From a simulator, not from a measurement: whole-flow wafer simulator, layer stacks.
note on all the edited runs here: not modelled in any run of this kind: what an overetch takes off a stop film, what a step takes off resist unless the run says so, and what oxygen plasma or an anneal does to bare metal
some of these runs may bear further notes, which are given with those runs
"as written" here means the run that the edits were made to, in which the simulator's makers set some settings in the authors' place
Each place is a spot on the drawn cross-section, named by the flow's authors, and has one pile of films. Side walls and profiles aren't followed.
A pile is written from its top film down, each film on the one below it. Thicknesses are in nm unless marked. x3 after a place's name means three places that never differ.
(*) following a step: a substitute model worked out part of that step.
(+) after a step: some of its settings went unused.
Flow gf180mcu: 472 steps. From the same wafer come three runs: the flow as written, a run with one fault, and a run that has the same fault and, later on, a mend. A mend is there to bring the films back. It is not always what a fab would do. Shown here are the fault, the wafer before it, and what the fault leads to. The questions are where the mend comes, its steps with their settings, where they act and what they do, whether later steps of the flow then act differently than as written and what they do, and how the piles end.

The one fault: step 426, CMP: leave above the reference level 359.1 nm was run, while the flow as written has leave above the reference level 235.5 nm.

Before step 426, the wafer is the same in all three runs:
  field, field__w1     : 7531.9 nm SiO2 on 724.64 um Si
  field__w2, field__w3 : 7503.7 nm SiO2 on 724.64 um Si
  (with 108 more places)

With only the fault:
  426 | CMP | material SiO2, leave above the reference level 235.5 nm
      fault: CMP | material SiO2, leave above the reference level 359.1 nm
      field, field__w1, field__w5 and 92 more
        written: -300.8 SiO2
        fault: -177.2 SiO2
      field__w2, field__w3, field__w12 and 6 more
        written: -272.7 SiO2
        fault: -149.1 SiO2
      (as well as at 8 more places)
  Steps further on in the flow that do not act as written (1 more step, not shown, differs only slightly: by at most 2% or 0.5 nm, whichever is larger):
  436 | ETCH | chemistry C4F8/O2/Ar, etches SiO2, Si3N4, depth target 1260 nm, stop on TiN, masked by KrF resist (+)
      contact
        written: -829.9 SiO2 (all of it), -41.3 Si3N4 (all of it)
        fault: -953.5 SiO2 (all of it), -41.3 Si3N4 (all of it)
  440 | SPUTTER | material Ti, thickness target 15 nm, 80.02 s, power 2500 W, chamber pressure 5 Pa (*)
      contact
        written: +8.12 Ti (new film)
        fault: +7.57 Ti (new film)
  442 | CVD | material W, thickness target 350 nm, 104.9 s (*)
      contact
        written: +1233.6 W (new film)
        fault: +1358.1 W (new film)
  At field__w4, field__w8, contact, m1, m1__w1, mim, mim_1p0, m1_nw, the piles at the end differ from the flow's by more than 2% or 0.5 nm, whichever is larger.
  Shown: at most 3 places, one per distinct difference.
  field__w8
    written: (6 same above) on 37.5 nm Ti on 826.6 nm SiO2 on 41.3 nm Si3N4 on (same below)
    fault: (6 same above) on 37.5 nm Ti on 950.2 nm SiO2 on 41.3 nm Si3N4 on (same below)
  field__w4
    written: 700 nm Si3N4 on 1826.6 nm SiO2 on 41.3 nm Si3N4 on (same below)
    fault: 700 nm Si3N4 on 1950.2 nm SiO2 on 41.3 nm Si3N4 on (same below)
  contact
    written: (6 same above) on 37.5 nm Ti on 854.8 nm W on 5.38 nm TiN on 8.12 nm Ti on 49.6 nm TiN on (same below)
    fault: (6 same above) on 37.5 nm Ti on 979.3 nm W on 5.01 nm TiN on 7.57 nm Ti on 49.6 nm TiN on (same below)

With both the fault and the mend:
  The mend stands after step 434.
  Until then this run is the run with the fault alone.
  434a | STRIP | chemistry O2/N2, power 2160 W, pressure 1700 mTorr (*)
      field, field__w1, field__w2 and 108 more
        -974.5 KrF resist (all of it), -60 anti-reflective coat (all of it)
      contact
        -60 anti-reflective coat (all of it)
  434b | CMP | material SiO2, leave above the reference level 235.5 nm (the flow's step 426 again)
      field, field__w1, field__w2 and 109 more
        -123.6 SiO2
  434c | HMDS | 120 C, 60 s (the flow's step 428 again)
      does not change any film at any place that is followed
  434d | COAT | anti-reflective coat, thickness 60 nm, 182 C, 71 s (the flow's step 429 again)
      field, field__w1, field__w2 and 109 more
        +60 anti-reflective coat (new film)
  434e | COAT | KrF resist, thickness 1000 nm (the flow's step 430 again)
      field, field__w1, field__w2 and 109 more
        +1000 KrF resist (new film)
  434f | SOFTBAKE | KrF resist (the flow's step 431 again)
      does not change any film at any place that is followed
  434g | EXPOSE | photomask Via5 (the flow's step 432 again)
      does not change any film at any place that is followed
  434h | PEB | KrF resist, 135 C, 90 s (the flow's step 433 again)
      field, field__w1, field__w2 and 109 more
        -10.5 KrF resist
  434i | DEVELOP | KrF resist, thickness 1000 nm, 60 s (the flow's step 434 again)
      field, field__w1, field__w2 and 108 more
        -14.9 KrF resist
      contact
        -989.5 KrF resist (all of it)
  Every later step of the flow that is run acts as written at every place that is followed.
  By the end, the piles equal the flow's at every place that both follow.
